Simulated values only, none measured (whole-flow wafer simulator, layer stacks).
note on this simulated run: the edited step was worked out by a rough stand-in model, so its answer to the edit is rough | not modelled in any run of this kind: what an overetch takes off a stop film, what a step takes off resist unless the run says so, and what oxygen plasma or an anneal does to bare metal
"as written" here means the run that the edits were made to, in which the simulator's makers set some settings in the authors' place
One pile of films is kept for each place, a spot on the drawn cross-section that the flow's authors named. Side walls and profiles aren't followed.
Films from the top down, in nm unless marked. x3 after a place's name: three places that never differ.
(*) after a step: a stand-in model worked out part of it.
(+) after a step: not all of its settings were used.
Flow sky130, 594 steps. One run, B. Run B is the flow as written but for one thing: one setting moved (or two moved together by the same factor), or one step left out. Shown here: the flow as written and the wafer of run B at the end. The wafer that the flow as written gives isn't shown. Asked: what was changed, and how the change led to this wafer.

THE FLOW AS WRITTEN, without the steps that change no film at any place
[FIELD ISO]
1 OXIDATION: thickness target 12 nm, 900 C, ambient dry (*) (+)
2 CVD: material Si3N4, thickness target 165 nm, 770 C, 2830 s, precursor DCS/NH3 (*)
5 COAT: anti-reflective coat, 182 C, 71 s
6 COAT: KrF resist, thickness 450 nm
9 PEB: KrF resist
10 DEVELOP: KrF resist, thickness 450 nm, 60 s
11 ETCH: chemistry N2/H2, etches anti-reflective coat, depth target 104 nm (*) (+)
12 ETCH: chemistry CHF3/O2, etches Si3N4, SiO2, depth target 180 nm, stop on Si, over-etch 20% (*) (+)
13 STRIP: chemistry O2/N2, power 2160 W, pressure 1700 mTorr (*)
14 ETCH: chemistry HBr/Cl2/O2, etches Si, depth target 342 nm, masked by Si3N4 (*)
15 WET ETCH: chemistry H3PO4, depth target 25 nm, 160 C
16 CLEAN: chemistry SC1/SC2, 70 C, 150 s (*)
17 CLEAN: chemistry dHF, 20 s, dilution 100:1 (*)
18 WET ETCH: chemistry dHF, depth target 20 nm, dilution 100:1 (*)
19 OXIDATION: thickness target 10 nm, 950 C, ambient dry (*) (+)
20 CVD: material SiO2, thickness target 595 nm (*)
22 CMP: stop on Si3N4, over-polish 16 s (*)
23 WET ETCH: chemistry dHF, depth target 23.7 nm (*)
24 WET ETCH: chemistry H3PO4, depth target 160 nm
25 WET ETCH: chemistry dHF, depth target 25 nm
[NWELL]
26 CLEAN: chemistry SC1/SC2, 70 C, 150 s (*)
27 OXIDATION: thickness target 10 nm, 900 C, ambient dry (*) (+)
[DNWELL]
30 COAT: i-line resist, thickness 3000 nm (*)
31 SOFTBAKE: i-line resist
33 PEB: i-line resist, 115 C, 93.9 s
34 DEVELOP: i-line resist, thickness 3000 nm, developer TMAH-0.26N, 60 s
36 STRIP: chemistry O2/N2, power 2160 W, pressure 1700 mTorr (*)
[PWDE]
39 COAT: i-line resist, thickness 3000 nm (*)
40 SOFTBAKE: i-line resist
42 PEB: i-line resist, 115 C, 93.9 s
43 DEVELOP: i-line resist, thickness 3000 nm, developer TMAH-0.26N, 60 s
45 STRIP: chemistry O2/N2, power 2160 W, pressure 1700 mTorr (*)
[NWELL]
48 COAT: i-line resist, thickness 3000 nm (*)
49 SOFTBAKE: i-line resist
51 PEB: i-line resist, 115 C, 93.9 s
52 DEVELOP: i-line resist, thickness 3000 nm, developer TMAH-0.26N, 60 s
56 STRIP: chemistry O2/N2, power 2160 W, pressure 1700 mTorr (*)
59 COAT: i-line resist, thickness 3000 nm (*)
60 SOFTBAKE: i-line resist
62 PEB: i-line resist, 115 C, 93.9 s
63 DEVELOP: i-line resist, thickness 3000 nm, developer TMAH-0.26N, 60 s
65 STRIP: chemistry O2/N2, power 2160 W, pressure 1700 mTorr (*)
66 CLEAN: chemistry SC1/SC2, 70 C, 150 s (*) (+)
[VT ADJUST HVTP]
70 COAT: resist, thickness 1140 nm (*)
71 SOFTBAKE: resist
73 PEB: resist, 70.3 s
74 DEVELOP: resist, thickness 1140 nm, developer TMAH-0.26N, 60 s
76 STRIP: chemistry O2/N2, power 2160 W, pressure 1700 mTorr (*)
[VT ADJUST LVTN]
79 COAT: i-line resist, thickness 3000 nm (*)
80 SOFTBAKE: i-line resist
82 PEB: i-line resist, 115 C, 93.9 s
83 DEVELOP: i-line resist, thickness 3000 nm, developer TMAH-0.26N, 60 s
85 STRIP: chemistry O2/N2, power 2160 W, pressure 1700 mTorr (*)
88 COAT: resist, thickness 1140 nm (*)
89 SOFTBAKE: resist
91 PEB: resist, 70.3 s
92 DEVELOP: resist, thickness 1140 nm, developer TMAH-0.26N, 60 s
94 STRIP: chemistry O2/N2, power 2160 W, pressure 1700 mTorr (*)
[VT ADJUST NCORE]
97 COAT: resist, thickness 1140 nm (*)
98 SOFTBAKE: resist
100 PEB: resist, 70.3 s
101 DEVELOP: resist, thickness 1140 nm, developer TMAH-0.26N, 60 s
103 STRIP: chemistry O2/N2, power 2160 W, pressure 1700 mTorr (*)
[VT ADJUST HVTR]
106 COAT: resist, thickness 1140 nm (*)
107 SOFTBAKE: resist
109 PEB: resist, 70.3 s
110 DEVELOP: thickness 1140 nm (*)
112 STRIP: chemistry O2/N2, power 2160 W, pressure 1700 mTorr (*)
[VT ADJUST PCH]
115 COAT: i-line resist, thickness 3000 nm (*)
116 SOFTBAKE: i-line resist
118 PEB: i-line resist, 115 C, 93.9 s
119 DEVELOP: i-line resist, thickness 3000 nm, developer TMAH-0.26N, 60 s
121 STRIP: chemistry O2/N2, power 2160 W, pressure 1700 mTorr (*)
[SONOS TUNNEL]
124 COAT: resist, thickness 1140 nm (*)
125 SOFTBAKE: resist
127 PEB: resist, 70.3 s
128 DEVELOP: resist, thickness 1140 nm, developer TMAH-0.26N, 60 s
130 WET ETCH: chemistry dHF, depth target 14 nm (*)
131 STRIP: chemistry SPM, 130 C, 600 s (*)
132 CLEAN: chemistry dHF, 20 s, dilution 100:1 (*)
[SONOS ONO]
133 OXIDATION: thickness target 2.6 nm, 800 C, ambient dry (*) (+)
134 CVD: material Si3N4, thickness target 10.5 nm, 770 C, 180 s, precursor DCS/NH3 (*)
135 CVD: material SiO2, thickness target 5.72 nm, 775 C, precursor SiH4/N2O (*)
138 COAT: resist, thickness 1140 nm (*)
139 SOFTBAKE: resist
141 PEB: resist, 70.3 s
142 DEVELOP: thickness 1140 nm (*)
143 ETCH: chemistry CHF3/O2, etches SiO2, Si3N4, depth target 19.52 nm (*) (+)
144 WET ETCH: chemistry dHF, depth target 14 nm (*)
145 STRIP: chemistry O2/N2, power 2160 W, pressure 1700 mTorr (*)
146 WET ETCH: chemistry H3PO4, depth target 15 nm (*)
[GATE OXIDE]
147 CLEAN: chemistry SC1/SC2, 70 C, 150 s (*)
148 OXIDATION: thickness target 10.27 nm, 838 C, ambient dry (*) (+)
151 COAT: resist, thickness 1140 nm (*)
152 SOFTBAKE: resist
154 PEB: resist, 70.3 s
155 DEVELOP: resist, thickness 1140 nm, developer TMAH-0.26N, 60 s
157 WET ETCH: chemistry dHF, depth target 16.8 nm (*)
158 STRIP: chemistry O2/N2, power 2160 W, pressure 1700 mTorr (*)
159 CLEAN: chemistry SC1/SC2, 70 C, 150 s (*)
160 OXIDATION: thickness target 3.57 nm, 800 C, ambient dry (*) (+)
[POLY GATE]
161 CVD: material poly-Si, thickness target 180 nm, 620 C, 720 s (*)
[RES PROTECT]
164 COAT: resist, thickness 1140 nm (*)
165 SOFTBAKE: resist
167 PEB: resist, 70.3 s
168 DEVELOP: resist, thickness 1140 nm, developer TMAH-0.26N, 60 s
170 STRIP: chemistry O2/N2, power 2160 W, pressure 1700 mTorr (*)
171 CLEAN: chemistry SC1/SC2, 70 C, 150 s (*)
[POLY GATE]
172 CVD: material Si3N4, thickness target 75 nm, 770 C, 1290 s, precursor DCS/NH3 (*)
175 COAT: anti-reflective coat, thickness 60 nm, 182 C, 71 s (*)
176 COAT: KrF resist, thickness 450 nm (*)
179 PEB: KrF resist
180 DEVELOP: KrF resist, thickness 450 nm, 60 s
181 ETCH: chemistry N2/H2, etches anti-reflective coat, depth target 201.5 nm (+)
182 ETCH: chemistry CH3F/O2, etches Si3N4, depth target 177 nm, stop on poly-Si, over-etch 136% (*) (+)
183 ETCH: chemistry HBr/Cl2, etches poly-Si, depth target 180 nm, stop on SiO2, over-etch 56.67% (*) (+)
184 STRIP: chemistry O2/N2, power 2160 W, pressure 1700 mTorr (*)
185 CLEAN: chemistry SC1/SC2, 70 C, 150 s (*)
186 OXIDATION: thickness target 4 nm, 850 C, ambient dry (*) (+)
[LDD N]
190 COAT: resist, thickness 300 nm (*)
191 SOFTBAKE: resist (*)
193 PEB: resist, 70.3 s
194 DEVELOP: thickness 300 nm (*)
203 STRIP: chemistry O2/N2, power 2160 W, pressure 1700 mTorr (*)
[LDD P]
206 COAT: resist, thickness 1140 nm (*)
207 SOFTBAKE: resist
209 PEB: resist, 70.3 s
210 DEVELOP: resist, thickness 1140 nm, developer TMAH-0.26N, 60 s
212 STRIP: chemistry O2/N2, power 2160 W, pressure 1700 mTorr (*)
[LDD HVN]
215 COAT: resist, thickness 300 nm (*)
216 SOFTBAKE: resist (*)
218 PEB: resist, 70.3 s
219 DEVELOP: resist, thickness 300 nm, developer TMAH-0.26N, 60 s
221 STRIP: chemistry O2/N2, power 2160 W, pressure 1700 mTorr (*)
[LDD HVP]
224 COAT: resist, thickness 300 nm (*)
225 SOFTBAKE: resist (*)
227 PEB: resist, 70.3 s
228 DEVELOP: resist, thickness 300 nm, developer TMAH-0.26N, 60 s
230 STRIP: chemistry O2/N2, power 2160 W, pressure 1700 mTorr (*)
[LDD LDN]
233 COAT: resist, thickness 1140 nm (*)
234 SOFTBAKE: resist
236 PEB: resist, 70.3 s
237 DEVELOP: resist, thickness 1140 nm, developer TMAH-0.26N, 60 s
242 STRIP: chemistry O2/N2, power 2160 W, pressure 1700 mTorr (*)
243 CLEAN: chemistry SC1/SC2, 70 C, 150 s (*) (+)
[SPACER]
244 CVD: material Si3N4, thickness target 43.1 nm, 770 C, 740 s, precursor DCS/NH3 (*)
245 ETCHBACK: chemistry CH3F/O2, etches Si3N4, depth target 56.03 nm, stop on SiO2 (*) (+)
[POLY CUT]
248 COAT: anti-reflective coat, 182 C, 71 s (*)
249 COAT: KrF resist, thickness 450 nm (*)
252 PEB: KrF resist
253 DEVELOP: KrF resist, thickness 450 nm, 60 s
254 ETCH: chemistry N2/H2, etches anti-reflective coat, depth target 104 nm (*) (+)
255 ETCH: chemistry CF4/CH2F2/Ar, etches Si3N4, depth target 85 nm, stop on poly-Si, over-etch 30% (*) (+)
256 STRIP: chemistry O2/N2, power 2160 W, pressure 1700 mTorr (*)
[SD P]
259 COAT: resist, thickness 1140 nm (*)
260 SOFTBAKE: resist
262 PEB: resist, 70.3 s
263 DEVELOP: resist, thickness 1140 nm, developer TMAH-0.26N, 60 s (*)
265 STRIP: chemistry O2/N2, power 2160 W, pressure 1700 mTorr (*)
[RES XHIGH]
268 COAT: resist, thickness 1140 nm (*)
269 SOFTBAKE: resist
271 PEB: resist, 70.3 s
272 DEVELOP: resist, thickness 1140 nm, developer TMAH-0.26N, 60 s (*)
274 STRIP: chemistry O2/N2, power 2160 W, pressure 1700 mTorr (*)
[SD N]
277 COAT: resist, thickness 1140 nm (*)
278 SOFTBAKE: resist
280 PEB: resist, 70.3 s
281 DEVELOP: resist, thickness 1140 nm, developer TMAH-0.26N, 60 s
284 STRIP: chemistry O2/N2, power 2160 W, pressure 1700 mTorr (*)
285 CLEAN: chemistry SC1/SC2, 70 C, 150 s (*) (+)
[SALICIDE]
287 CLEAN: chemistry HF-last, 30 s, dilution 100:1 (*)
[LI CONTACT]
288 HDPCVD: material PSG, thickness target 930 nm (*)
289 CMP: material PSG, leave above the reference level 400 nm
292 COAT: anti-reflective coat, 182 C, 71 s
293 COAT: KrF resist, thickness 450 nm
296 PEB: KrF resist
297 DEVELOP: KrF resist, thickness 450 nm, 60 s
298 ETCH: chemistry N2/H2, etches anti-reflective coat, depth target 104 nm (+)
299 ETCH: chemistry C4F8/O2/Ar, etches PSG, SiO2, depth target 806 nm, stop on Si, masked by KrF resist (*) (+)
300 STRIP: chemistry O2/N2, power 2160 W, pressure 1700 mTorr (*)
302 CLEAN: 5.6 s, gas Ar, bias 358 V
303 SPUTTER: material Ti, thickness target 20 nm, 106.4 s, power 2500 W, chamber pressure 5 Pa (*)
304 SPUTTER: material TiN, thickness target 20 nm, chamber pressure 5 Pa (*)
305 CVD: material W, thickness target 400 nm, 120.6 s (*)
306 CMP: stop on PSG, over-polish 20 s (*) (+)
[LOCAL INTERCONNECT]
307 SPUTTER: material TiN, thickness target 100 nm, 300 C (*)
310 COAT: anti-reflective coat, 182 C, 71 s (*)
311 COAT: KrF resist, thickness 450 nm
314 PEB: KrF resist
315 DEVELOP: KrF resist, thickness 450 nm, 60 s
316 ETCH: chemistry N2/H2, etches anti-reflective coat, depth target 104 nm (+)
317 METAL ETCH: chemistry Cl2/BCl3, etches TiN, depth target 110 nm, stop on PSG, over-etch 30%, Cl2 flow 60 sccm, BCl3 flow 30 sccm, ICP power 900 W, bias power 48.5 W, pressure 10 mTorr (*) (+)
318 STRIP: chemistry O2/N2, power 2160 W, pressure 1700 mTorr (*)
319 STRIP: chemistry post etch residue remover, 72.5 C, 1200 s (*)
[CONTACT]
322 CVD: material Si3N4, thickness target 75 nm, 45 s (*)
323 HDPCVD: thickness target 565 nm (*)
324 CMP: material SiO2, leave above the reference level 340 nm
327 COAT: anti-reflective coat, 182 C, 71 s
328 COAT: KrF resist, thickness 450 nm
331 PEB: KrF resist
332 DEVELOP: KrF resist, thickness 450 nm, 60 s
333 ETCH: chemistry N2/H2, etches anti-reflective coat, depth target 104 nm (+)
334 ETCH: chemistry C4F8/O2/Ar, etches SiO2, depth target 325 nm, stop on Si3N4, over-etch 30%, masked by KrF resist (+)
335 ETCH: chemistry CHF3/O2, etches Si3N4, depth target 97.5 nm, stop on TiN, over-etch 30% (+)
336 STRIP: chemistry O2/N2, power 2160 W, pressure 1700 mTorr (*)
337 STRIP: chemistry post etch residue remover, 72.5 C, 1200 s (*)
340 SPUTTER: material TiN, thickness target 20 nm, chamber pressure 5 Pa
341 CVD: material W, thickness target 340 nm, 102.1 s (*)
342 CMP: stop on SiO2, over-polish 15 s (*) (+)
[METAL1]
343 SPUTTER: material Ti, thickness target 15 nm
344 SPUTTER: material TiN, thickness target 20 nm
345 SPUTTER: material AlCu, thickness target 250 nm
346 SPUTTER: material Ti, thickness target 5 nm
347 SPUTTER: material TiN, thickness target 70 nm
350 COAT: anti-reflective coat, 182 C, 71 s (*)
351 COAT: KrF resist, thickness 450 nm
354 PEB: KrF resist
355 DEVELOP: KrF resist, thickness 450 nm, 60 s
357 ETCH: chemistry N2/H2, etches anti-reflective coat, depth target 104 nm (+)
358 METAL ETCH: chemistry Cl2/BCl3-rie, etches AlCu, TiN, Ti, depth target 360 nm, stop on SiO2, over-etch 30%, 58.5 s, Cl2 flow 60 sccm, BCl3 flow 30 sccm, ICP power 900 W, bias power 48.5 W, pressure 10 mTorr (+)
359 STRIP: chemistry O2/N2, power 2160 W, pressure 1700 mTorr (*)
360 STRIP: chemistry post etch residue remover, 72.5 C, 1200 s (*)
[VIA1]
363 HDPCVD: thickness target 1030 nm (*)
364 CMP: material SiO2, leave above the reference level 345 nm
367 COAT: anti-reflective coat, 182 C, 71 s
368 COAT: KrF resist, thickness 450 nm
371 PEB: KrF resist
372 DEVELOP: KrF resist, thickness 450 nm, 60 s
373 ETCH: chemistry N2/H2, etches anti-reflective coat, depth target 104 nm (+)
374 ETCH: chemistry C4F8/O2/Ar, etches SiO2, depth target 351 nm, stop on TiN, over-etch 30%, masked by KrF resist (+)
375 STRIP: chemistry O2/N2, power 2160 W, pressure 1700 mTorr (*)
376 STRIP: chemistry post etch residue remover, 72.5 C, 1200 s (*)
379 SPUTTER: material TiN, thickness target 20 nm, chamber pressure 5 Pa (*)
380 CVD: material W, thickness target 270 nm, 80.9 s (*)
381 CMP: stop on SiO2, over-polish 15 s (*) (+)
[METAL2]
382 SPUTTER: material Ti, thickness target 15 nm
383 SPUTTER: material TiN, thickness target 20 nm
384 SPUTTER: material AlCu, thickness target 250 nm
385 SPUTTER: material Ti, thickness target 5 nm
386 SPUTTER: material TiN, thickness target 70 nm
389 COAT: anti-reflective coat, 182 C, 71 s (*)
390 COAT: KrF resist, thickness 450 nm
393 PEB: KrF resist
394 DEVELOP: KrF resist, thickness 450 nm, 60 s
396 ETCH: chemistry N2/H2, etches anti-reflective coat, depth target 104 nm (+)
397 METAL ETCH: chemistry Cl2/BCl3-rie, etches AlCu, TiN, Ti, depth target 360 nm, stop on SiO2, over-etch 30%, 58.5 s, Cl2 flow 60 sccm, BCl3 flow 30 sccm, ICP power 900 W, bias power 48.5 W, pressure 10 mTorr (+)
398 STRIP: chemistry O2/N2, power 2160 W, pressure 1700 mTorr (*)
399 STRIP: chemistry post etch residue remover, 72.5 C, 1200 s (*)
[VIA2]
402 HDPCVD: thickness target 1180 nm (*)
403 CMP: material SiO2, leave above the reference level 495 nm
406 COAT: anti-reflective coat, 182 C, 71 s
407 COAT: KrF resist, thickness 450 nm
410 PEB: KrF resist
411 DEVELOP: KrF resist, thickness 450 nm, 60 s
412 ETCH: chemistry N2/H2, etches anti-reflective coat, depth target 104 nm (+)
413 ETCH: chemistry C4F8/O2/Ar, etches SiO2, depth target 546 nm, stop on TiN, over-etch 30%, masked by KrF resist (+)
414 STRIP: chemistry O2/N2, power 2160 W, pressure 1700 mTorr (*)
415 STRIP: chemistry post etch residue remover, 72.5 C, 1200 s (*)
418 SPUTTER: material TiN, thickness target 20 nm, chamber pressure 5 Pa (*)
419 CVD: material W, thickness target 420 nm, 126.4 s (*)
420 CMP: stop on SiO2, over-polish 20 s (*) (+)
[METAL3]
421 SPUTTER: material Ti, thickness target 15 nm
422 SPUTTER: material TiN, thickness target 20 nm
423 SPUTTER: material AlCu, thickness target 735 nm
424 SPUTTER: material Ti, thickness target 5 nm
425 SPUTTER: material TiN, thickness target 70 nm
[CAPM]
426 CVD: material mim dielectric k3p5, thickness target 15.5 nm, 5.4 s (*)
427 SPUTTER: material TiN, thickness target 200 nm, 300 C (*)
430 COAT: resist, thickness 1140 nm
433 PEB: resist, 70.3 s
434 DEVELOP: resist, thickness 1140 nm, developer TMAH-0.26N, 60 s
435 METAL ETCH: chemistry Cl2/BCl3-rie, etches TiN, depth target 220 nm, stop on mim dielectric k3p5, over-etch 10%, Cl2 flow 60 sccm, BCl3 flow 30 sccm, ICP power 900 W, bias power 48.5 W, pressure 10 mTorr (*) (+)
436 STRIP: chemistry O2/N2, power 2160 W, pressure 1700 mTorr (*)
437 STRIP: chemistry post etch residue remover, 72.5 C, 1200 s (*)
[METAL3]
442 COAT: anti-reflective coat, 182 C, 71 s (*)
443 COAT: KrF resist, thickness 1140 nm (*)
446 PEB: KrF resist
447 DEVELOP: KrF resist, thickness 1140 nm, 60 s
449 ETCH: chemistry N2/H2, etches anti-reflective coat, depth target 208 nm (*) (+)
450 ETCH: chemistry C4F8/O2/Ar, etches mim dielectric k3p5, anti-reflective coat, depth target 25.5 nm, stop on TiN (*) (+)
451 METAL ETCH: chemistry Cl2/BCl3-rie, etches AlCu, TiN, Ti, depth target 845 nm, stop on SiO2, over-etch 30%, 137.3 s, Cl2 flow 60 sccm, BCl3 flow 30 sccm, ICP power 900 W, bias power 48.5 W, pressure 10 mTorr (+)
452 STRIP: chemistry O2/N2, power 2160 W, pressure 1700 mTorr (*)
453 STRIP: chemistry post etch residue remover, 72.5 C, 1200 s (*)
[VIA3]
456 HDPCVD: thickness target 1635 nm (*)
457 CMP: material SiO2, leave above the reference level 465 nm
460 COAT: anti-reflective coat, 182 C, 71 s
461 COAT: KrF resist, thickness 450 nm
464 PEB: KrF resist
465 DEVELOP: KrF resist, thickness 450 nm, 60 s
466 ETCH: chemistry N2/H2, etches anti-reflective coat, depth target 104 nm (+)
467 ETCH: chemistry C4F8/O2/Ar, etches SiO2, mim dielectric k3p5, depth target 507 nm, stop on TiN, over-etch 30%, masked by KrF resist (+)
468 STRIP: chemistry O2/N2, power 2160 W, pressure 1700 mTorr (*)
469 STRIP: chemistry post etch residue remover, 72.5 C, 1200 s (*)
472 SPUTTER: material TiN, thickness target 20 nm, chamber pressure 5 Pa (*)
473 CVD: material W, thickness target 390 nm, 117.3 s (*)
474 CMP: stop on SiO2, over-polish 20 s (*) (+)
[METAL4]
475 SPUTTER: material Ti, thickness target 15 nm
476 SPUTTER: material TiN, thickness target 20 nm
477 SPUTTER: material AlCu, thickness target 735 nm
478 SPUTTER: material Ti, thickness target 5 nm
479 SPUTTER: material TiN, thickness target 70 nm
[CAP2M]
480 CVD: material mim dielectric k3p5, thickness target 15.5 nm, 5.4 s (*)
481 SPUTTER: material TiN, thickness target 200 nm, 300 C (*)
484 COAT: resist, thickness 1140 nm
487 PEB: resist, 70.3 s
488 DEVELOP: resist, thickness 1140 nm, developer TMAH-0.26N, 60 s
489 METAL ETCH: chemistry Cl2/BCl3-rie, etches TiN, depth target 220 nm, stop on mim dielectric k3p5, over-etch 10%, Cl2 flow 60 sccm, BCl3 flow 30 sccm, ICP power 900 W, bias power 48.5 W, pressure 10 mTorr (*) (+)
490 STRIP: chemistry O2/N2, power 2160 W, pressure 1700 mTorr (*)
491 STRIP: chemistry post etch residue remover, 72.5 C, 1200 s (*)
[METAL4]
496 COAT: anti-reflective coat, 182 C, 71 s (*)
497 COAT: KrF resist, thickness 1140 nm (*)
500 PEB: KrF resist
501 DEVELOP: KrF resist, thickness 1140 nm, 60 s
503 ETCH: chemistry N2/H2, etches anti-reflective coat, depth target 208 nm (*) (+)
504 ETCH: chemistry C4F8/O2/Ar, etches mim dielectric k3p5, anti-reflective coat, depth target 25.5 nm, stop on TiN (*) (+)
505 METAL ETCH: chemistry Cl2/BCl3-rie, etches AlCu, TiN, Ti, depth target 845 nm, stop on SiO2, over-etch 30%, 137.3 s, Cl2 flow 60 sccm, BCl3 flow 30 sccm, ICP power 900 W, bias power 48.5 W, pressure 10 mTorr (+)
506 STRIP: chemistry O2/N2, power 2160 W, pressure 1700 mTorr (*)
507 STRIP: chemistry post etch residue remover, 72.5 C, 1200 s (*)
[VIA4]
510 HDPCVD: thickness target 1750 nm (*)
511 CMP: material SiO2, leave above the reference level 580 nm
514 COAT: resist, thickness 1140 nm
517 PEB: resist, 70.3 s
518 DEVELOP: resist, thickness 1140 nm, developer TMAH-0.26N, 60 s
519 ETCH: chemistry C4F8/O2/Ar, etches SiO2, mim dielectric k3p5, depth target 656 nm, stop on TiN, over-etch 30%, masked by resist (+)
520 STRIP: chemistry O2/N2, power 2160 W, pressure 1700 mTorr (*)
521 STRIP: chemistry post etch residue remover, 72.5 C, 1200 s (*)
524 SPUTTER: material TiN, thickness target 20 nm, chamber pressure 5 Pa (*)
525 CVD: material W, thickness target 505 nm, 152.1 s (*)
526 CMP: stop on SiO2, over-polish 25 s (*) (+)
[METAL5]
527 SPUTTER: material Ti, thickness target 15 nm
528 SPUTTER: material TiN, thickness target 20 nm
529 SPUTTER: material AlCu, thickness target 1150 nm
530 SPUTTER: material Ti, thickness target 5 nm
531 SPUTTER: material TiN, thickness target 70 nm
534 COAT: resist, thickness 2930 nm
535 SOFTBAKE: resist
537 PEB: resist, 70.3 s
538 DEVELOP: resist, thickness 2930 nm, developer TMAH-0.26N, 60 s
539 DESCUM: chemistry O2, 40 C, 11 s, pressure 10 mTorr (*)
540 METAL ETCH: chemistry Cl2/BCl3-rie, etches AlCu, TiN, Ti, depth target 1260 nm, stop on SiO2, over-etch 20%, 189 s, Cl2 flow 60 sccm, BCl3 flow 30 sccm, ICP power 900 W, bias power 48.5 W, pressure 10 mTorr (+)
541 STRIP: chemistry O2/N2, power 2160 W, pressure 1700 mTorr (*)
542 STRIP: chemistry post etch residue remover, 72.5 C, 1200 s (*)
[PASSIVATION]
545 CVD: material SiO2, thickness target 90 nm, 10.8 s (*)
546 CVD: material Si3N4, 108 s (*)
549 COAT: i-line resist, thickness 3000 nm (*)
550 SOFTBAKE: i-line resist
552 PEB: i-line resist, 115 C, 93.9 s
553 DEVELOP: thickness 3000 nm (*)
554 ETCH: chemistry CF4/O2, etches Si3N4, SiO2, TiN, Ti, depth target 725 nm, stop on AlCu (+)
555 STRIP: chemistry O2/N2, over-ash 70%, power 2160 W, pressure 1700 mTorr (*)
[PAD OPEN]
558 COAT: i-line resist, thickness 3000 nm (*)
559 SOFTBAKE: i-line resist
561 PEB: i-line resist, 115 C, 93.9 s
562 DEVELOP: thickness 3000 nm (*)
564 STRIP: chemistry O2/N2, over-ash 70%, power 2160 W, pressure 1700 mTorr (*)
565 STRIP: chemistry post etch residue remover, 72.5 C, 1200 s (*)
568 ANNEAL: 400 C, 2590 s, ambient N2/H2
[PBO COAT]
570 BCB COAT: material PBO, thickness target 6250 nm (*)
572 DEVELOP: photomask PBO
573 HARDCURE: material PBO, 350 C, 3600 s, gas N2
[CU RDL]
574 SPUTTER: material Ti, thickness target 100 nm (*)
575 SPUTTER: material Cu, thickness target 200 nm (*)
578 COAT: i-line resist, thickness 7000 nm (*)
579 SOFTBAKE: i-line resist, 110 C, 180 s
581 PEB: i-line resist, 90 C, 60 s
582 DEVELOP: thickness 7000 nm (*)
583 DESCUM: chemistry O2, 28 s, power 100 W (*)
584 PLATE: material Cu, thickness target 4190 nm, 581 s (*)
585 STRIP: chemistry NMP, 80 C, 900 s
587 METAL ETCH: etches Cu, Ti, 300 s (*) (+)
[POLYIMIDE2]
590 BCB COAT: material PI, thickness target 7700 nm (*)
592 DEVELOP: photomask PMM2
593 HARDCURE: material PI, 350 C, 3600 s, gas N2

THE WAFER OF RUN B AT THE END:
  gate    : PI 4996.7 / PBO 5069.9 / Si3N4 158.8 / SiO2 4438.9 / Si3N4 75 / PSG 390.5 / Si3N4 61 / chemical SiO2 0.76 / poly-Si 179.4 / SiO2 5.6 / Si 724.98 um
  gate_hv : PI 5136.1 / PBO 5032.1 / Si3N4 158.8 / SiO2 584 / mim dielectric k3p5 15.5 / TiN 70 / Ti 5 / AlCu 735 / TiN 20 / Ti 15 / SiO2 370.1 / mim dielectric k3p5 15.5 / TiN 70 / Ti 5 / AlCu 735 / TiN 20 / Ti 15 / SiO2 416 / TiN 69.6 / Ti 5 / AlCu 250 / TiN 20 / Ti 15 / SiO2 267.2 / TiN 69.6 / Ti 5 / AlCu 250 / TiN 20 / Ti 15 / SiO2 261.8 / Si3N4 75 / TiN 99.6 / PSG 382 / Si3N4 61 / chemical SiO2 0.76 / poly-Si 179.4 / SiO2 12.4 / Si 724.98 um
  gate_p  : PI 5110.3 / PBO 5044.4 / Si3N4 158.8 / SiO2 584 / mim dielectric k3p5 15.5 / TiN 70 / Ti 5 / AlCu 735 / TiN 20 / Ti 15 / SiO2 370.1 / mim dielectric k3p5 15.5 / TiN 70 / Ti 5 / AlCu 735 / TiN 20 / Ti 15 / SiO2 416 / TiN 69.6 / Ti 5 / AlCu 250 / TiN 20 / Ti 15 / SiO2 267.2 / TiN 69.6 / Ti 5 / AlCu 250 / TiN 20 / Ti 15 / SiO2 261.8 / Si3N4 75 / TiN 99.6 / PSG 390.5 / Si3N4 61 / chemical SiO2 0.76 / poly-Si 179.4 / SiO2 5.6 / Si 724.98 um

The cause: step 160, OXIDATION: thickness target 5.6 nm was run, where the flow has thickness target 3.57 nm.
It can be read off the wafer: gate has SiO2 5.6, and step 160 as written asks for 3.57 nm.

How the change led to this, step by step:
  160 OXIDATION: thickness target 3.57 nm, 800 C, ambient dry (*) (+)
      active, n_well, p_well and 58 more: SiO2 +5.6 (new film), chemical SiO2 -0.76 (all of it), Si -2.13 (as written it would be: SiO2 +3.57 (new film), chemical SiO2 -0.76 (all of it), Si -1.24)
      gate_hv, m1, pad and 37 more: SiO2 +2.5, Si -1.1 (as written it would be: SiO2 +0.85, Si -0.37)
  248 COAT: anti-reflective coat, 182 C, 71 s (*)
      m1: anti-reflective coat +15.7 (new film) (as written it would be: anti-reflective coat +16.3 (new film))
      gate_lg05: anti-reflective coat +18 (new film) (as written it would be: anti-reflective coat +18.6 (new film))
      (and at 1 more place)
  256 STRIP: chemistry O2/N2, power 2160 W, pressure 1700 mTorr (*)
      m1: KrF resist -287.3 (all of it), anti-reflective coat -15.7 (all of it) (as written it would be: KrF resist -287.2 (all of it), anti-reflective coat -16.3 (all of it))
      gate_lg05: KrF resist -307.1 (all of it), anti-reflective coat -18 (all of it) (as written it would be: KrF resist -307 (all of it), anti-reflective coat -18.6 (all of it))
      (and at 1 more place)
  299 ETCH: chemistry C4F8/O2/Ar, etches PSG, SiO2, depth target 806 nm, stop on Si, masked by KrF resist (*) (+)
      contact, ndiff_licon, ndiff_licon_cpp: PSG -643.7 (all of it), SiO2 -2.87 (all of it) (as written it would be: PSG -643.6 (all of it), SiO2 -1.16 (all of it))
  303 SPUTTER: material Ti, thickness target 20 nm, 106.4 s, power 2500 W, chamber pressure 5 Pa (*)
      ndiff_licon_cpp: Ti +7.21 (new film) (as written it would be: Ti +6.53 (new film))
  306 CMP: stop on PSG, over-polish 20 s (*) (+)
      poly_licon: W -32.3 (as written it would be: W -33.3)
